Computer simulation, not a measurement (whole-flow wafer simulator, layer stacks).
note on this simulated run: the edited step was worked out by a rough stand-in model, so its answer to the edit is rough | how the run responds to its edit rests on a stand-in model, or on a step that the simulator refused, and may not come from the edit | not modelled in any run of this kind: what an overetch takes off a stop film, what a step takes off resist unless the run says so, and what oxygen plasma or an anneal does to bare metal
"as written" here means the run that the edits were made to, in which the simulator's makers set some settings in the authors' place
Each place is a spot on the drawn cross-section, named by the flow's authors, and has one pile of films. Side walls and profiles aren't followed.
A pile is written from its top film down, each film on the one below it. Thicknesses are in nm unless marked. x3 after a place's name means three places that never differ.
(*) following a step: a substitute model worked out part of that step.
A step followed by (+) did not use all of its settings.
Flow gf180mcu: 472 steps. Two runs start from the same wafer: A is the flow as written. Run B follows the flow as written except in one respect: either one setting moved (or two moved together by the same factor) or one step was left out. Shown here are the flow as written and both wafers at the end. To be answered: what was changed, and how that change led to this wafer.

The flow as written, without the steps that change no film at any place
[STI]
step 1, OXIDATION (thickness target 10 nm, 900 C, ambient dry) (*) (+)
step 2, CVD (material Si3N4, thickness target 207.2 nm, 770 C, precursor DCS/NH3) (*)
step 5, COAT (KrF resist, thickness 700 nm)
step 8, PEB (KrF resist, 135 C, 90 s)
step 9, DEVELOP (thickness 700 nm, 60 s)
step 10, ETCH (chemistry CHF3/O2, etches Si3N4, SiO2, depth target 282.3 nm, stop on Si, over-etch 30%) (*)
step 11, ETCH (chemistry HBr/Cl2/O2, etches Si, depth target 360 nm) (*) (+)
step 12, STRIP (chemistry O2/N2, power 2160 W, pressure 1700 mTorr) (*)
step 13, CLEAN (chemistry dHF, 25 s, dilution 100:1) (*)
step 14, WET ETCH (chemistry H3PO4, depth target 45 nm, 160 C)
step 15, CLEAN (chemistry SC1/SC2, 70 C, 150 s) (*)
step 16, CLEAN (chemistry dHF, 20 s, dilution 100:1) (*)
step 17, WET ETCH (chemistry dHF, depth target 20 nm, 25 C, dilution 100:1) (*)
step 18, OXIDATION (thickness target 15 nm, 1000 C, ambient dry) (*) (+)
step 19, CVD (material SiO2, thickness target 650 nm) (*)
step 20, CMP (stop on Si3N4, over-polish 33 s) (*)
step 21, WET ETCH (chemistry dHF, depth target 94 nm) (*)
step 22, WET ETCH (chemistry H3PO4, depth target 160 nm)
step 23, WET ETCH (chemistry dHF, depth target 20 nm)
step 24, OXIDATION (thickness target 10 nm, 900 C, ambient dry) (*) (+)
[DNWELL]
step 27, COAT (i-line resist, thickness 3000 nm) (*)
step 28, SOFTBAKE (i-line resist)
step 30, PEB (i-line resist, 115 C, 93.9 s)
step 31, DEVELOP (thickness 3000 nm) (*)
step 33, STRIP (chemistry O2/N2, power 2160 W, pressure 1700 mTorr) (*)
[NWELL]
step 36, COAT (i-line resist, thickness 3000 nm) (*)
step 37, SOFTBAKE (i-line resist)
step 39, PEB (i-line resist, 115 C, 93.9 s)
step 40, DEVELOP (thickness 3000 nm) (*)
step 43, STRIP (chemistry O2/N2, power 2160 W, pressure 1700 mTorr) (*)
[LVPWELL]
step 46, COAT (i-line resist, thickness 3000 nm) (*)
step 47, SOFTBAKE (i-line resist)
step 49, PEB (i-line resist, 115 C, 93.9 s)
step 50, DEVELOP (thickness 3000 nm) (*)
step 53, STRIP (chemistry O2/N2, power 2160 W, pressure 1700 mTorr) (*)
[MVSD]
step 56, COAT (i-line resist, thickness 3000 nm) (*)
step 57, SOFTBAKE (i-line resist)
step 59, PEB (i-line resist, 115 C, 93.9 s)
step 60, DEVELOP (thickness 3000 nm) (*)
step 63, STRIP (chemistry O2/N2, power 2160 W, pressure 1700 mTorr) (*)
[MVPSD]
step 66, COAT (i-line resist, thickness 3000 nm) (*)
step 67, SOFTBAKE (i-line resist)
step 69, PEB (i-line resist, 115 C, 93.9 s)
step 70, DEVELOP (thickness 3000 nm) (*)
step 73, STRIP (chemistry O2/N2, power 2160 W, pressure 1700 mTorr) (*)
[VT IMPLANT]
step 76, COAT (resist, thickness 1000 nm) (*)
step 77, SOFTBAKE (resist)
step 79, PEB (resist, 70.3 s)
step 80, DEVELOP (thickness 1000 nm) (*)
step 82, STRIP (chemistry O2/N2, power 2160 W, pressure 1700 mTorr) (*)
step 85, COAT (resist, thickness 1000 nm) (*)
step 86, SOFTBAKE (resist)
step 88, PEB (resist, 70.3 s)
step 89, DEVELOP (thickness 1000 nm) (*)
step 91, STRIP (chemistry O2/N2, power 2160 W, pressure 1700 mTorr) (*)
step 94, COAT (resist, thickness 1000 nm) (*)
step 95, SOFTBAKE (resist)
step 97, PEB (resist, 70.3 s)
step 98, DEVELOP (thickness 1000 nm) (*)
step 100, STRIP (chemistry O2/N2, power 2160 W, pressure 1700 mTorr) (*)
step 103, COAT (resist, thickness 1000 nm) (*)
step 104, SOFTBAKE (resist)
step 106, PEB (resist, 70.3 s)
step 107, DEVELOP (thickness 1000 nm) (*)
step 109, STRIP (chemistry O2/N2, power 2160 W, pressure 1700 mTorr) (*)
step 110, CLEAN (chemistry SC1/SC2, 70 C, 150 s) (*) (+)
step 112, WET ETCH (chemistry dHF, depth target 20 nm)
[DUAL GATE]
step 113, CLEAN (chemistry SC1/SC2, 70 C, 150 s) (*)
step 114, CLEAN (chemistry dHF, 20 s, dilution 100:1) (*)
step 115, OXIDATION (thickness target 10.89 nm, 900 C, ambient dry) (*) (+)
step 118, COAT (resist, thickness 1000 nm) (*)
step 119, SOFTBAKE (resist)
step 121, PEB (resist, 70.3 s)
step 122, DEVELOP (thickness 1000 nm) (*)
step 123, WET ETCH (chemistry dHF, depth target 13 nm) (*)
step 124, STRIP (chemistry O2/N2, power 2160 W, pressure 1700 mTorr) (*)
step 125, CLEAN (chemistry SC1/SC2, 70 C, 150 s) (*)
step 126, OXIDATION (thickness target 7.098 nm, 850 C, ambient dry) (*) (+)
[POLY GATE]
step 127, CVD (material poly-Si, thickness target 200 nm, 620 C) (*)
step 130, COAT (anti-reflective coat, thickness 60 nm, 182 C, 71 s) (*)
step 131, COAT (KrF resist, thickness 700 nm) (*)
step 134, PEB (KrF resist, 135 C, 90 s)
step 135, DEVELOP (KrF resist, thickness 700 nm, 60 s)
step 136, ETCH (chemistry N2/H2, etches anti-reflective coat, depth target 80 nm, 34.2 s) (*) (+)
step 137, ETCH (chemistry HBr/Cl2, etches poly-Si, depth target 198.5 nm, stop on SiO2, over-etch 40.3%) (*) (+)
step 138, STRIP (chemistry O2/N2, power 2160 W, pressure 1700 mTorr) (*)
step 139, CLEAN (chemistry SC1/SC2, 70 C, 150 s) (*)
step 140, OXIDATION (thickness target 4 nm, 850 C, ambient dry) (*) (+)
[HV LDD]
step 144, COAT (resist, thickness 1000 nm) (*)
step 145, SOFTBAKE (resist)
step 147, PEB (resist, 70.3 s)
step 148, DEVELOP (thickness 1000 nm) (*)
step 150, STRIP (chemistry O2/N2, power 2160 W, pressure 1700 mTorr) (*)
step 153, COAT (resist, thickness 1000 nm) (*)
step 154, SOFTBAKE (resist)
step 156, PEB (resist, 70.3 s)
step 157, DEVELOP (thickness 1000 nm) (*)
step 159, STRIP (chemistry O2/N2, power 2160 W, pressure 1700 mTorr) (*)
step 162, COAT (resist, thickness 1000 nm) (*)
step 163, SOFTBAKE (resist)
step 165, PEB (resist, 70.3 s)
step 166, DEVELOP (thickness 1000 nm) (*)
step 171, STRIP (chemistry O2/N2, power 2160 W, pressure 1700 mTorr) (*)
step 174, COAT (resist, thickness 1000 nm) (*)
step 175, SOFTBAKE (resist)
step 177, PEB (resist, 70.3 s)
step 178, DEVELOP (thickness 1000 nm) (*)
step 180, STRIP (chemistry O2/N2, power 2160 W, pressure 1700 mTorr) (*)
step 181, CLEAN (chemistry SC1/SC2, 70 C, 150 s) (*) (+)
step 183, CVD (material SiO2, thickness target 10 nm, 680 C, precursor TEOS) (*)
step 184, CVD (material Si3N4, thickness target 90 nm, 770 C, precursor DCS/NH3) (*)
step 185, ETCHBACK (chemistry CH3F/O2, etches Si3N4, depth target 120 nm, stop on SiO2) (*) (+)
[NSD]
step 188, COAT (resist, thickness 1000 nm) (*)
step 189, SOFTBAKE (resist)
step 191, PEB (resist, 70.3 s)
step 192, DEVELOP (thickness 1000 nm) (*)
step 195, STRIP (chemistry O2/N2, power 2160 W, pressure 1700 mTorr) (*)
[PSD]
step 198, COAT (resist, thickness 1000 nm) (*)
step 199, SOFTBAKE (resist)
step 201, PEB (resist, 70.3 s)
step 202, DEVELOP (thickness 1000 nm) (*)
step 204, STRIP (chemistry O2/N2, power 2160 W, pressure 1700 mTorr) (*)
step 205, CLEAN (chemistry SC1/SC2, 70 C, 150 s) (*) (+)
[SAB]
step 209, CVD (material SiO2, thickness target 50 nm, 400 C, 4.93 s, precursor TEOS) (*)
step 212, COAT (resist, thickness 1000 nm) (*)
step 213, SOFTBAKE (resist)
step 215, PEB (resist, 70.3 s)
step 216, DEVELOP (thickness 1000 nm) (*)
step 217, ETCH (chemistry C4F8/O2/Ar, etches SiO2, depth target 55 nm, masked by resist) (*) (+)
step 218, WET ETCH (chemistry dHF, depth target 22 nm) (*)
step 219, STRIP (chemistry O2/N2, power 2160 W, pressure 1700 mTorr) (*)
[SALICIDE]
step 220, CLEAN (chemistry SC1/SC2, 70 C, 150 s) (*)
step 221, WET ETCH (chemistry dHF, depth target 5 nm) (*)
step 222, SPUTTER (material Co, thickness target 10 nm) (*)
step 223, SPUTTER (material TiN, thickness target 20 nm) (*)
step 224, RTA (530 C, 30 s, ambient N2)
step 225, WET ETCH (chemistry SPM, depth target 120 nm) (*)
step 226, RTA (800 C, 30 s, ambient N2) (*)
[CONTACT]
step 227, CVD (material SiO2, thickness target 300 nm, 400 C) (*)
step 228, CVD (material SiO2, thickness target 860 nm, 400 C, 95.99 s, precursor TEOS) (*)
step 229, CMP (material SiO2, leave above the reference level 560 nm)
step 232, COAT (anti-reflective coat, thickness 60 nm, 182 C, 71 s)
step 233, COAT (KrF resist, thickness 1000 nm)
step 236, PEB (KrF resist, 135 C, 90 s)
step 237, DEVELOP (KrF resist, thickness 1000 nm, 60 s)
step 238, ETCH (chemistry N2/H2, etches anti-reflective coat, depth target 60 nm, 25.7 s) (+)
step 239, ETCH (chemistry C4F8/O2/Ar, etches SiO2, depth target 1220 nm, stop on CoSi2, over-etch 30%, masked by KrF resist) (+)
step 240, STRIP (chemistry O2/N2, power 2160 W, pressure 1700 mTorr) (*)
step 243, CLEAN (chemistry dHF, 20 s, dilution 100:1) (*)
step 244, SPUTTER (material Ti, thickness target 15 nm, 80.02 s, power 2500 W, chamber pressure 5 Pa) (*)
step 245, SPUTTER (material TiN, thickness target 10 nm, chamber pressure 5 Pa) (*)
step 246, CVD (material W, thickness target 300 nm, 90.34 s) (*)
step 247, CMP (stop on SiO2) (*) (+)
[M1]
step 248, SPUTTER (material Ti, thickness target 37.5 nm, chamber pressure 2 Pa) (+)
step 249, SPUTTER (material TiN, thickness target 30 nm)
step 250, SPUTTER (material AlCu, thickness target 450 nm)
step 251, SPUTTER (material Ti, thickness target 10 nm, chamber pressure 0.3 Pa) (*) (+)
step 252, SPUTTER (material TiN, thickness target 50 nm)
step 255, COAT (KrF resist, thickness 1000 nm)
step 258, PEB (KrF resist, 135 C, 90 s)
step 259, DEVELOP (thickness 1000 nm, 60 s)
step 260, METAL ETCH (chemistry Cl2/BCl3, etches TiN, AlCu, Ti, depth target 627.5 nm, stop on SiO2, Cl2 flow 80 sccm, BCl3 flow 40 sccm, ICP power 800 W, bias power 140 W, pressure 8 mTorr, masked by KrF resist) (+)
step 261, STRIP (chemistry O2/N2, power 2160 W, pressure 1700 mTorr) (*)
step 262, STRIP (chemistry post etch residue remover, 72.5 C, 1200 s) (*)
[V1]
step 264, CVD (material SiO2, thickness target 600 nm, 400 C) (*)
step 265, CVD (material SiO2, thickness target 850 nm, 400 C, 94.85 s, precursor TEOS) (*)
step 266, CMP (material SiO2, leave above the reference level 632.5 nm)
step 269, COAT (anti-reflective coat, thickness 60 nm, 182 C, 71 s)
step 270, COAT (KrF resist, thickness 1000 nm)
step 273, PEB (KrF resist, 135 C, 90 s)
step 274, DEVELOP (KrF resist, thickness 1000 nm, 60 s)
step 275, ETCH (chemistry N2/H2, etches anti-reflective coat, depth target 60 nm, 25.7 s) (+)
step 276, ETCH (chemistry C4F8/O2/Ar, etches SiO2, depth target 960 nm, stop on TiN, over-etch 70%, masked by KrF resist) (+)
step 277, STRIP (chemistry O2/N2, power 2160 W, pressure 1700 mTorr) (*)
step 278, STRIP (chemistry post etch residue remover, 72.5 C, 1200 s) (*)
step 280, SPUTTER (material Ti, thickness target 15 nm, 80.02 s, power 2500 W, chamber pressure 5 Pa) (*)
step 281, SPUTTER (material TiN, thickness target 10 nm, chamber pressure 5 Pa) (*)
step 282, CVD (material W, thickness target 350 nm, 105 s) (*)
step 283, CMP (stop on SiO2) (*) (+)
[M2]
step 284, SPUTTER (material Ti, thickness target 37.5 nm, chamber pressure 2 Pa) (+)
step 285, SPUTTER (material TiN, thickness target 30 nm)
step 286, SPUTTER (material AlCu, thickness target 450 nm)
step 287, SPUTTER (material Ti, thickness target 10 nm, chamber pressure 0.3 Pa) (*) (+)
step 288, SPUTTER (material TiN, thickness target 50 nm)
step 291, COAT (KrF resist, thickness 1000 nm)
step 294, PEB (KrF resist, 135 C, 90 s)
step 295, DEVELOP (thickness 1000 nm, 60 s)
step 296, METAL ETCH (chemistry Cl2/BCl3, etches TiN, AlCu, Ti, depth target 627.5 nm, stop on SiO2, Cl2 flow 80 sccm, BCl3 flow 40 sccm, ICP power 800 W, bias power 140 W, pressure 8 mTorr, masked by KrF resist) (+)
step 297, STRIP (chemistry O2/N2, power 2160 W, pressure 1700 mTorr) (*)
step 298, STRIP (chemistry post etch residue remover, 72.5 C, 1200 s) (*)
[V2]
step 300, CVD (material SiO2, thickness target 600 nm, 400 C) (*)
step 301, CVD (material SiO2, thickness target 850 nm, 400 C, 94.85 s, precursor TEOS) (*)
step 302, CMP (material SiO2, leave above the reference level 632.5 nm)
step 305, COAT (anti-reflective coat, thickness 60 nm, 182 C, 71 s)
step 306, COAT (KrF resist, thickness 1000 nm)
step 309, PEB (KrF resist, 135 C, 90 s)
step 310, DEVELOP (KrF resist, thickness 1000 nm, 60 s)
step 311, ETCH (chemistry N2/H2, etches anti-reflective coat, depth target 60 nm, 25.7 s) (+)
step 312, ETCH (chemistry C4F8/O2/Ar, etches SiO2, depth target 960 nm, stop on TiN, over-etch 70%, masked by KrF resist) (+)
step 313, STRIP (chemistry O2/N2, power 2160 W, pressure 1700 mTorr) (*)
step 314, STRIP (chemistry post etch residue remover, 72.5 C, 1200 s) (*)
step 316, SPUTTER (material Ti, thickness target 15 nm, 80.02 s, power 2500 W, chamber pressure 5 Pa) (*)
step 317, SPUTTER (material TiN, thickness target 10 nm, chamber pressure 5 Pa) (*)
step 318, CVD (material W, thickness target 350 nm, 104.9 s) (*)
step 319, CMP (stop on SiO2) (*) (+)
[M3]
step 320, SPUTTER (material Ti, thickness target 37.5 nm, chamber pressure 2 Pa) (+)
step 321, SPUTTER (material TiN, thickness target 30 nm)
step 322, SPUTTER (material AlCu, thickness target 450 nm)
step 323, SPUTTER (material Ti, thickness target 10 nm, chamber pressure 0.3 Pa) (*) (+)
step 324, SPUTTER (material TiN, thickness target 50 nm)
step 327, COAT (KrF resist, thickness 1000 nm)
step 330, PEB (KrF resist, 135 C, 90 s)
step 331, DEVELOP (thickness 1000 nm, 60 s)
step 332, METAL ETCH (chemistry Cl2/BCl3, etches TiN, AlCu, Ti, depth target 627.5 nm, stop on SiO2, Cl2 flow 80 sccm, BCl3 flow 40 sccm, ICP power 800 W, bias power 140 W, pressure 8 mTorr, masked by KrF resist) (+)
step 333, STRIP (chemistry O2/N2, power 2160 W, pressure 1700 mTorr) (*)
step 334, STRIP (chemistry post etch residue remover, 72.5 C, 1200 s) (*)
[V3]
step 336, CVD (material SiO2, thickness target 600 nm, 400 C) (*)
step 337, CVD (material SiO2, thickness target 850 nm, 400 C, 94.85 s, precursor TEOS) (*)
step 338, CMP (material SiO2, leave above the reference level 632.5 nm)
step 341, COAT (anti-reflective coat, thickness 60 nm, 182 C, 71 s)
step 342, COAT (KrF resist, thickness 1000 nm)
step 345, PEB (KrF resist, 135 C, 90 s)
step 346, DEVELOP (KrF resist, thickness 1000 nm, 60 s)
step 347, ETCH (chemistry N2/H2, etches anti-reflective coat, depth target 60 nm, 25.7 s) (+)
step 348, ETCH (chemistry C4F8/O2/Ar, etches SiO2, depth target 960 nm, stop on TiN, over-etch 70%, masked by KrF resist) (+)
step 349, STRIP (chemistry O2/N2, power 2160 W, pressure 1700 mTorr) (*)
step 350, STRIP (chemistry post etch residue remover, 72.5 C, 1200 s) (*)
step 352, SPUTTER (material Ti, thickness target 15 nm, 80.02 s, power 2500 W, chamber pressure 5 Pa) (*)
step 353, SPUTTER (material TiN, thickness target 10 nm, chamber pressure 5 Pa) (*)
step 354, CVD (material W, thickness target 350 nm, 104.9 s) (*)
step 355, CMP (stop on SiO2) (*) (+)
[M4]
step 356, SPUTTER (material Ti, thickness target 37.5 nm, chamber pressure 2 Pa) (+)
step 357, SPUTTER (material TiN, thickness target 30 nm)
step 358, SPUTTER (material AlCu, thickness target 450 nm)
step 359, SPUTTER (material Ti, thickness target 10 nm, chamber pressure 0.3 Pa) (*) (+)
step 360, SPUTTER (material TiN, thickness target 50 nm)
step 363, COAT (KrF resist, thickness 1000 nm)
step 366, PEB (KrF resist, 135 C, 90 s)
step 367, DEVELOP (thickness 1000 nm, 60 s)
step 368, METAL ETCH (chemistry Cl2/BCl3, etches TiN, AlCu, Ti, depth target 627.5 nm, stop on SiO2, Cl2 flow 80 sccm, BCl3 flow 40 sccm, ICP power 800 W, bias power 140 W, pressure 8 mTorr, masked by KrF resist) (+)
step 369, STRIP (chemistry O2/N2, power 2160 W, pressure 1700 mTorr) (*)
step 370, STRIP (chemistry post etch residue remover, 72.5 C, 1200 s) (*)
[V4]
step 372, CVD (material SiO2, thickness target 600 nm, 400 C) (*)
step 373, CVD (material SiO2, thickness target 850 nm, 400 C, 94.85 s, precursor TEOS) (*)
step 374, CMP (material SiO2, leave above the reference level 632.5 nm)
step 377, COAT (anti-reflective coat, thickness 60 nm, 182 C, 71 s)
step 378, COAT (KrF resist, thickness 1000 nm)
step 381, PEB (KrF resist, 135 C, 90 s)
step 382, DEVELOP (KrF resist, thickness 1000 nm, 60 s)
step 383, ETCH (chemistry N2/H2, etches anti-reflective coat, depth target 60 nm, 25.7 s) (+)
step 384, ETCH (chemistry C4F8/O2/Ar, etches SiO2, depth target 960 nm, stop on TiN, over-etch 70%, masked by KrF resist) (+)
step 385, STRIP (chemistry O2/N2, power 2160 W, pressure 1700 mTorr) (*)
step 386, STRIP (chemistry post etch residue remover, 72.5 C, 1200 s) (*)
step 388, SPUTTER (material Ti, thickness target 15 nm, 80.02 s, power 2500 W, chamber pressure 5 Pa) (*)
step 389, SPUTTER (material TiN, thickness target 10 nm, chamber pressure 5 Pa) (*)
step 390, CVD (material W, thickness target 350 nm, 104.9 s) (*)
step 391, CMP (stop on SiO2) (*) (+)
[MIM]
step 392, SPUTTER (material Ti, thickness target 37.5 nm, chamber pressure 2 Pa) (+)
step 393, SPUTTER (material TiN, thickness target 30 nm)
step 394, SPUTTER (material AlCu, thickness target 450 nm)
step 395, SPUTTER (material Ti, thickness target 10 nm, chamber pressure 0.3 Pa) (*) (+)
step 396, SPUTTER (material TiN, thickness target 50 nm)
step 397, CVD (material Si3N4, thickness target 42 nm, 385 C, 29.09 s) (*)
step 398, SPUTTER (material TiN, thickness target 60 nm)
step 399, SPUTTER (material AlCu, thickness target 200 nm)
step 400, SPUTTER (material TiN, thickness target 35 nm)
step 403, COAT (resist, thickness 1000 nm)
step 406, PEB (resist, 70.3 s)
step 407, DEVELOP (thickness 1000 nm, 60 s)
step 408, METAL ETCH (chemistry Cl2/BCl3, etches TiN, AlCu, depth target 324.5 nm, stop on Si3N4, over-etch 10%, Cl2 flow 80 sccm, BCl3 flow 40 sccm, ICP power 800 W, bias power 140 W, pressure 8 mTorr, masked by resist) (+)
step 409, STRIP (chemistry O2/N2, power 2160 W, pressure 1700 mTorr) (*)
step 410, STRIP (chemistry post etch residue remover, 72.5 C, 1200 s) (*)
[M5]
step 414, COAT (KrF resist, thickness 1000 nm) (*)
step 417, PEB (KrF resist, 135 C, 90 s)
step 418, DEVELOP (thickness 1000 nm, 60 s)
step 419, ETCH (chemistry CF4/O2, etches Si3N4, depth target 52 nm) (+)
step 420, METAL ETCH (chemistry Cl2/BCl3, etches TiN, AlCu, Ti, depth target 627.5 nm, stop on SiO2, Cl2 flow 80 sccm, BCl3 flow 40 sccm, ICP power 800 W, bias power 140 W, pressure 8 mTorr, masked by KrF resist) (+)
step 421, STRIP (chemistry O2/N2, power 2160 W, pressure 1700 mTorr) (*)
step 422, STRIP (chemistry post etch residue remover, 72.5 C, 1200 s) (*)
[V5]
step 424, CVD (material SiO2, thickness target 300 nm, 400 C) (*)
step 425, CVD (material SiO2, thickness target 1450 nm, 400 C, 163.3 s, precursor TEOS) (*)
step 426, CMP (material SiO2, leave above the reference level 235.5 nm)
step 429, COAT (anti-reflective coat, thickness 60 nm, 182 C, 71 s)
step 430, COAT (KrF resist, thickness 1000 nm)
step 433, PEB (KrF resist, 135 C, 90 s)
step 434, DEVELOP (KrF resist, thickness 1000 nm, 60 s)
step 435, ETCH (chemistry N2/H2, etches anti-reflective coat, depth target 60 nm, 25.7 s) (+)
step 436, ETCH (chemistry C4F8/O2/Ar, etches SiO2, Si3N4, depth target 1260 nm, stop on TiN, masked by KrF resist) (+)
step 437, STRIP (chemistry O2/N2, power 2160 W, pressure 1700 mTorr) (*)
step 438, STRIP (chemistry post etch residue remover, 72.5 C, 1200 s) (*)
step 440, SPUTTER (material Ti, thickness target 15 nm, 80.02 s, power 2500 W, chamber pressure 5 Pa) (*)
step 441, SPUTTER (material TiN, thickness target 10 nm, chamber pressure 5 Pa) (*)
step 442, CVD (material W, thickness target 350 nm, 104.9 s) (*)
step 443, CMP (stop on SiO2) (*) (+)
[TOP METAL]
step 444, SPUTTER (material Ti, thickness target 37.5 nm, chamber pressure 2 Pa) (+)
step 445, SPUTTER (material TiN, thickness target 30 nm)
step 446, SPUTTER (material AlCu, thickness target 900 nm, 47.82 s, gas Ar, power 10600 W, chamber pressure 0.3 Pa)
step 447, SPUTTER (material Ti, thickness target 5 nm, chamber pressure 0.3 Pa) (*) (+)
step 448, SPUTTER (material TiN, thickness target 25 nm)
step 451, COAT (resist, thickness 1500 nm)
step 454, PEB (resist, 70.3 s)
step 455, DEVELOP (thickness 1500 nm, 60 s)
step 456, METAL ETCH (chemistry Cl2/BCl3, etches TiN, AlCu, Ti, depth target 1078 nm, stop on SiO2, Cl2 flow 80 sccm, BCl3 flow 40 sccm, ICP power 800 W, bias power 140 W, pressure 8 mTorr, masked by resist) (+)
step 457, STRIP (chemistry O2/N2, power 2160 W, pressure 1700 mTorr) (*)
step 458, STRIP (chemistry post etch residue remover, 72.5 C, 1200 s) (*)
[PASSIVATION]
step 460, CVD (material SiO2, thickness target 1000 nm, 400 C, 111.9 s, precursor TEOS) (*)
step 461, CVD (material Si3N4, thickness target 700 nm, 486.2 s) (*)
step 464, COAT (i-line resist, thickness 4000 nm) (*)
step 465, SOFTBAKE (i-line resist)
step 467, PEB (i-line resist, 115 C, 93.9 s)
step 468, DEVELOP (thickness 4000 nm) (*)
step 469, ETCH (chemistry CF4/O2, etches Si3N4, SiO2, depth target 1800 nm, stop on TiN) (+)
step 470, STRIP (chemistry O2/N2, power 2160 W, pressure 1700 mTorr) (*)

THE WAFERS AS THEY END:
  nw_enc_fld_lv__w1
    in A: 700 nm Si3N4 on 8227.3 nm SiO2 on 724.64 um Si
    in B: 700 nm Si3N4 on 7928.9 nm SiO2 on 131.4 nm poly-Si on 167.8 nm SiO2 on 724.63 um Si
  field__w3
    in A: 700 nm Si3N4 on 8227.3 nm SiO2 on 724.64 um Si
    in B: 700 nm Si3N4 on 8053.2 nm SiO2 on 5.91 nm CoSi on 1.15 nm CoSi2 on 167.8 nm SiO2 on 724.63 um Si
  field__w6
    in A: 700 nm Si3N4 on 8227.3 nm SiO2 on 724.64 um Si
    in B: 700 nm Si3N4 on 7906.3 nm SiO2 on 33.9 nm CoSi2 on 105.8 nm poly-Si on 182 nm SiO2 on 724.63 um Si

The reason: step 19, CVD: thickness target 309 nm was run, while the flow as written has thickness target 650 nm.

The path from the change to this, step by step:
  step 19, CVD (material SiO2, thickness target 650 nm) (*)
      active, n_well, p_well and 40 more: A SiO2 gains 650 (new film) | B SiO2 gains 309 (new film)
      field, field_sub, sti and 23 more: A SiO2 gains 650 | B SiO2 gains 309
      (and at 11 other places as well)
  step 20, CMP (stop on Si3N4, over-polish 33 s) (*)
      sti, mim_1p0, pad and 11 more: A SiO2 loses 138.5 | B nothing
      nw_enc_fld, nw_enc_fld_lv: A SiO2 loses 142.5 | B nothing
      (and at 64 other places as well)
  step 24, OXIDATION (thickness target 10 nm, 900 C, ambient dry) (*) (+)
      sti, m1, mim_1p0 and 14 more: A SiO2 gains 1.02, Si loses 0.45 | B SiO2 gains 1.69, Si loses 0.74
      field_sub, npoly_u, ppoly_u, ppoly_sal, m1_nw: A SiO2 gains 1.03, Si loses 0.45 | B SiO2 gains 1.69, Si loses 0.74
      (and at 5 other places as well)
  step 27, COAT (i-line resist, thickness 3000 nm) (*)
      p_well, spacer, sd_n: A i-line resist gains 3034 (new film) | B i-line resist gains 2843.4 (new film)
      ldp_fp, ldp_dft: A i-line resist gains 2987.7 (new film) | B i-line resist gains 2857.3 (new film)
      (and at 58 other places as well)
  step 28, SOFTBAKE (i-line resist)
      field: A i-line resist gains 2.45 | B i-line resist loses 11.6
      field_sub: A i-line resist gains 1.87 | B i-line resist loses 7.5
      (and at 73 other places as well)
  step 30, PEB (i-line resist, 115 C, 93.9 s)
      iso_ptap_sub, ldn_ch, ldn_acc, ldn_drn, ldp_src, ldp_ch, ldp_acc, ldp_drn: A i-line resist loses 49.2 | B i-line resist loses 46.8
      active_nat, ld_sd_n, ld_gate_n, ld_acc_n, ld_drn_n: A i-line resist loses 49 | B i-line resist loses 47.3
      (and at 49 other places as well)
  step 31, DEVELOP (thickness 3000 nm) (*)
      field_sub__w2: A i-line resist loses 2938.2 (all of it) | B i-line resist loses 3016.7 (all of it)
      field_sub__w3: A i-line resist loses 2938.3 (all of it) | B i-line resist loses 3022.1 (all of it)
      (and at 16 other places as well)
  step 33, STRIP (chemistry O2/N2, power 2160 W, pressure 1700 mTorr) (*)
      p_well, spacer, sd_n: A i-line resist loses 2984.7 (all of it) | B i-line resist loses 2797.6 (all of it)
      ld_sd_n, ld_gate_n: A i-line resist loses 2972 (all of it) | B i-line resist loses 2864.3 (all of it)
      (and at 39 other places as well)
  step 36, COAT (i-line resist, thickness 3000 nm) (*)
      p_well, spacer, sd_n: A i-line resist gains 3034 (new film) | B i-line resist gains 2843.4 (new film)
      ldp_fp, ldp_dft: A i-line resist gains 2987.7 (new film) | B i-line resist gains 2857.3 (new film)
      (and at 58 other places as well)
  step 37, SOFTBAKE (i-line resist)
      field: A i-line resist gains 2.45 | B i-line resist loses 11.6
      field_sub: A i-line resist gains 1.87 | B i-line resist loses 7.5
      (and at 73 other places as well)
  step 39, PEB (i-line resist, 115 C, 93.9 s)
      iso_ptap_sub, ldn_ch, ldn_acc, ldn_drn, ldp_src, ldp_ch, ldp_acc, ldp_drn: A i-line resist loses 49.2 | B i-line resist loses 46.8
      active_nat, ld_sd_n, ld_gate_n, ld_acc_n, ld_drn_n: A i-line resist loses 49 | B i-line resist loses 47.3
      (and at 49 other places as well)
  step 40, DEVELOP (thickness 3000 nm) (*)
      n_well: A i-line resist loses 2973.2 (all of it) | B i-line resist loses 2856 (all of it)
      sd_p: A i-line resist loses 2972.8 (all of it) | B i-line resist loses 2857.3 (all of it)
      (and at 14 other places as well)
  step 43, STRIP (chemistry O2/N2, power 2160 W, pressure 1700 mTorr) (*)
      p_well, spacer, sd_n: A i-line resist loses 2984.7 (all of it) | B i-line resist loses 2797.6 (all of it)
      ld_sd_n, ld_gate_n: A i-line resist loses 2972 (all of it) | B i-line resist loses 2864.3 (all of it)
      (and at 41 other places as well)
  step 46, COAT (i-line resist, thickness 3000 nm) (*)
      p_well, spacer, sd_n: A i-line resist gains 3034 (new film) | B i-line resist gains 2843.4 (new film)
      ldp_fp, ldp_dft: A i-line resist gains 2987.7 (new film) | B i-line resist gains 2857.3 (new film)
      (and at 58 other places as well)
  step 47, SOFTBAKE (i-line resist)
      field: A i-line resist gains 2.45 | B i-line resist loses 11.6
      field_sub: A i-line resist gains 1.87 | B i-line resist loses 7.5
      (and at 73 other places as well)
  step 49, PEB (i-line resist, 115 C, 93.9 s)
      iso_ptap_sub, ldn_ch, ldn_acc, ldn_drn, ldp_src, ldp_ch, ldp_acc, ldp_drn: A i-line resist loses 49.2 | B i-line resist loses 46.8
      active_nat, ld_sd_n, ld_gate_n, ld_acc_n, ld_drn_n: A i-line resist loses 49 | B i-line resist loses 47.3
      (and at 49 other places as well)
  ... another 96 steps ...
  step 246, CVD (material W, thickness target 300 nm, 90.34 s) (*)
      polyc_n, polyc_p: A W gains 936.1 (new film) | B W gains 1137.5 (new film)
Taking metal films that touch as one body, field__w3 has 1 body; the flow as written gives 0 bodies.
Taking metal films that touch as one body, field__w6 has 1 body; the flow as written gives 0 bodies.
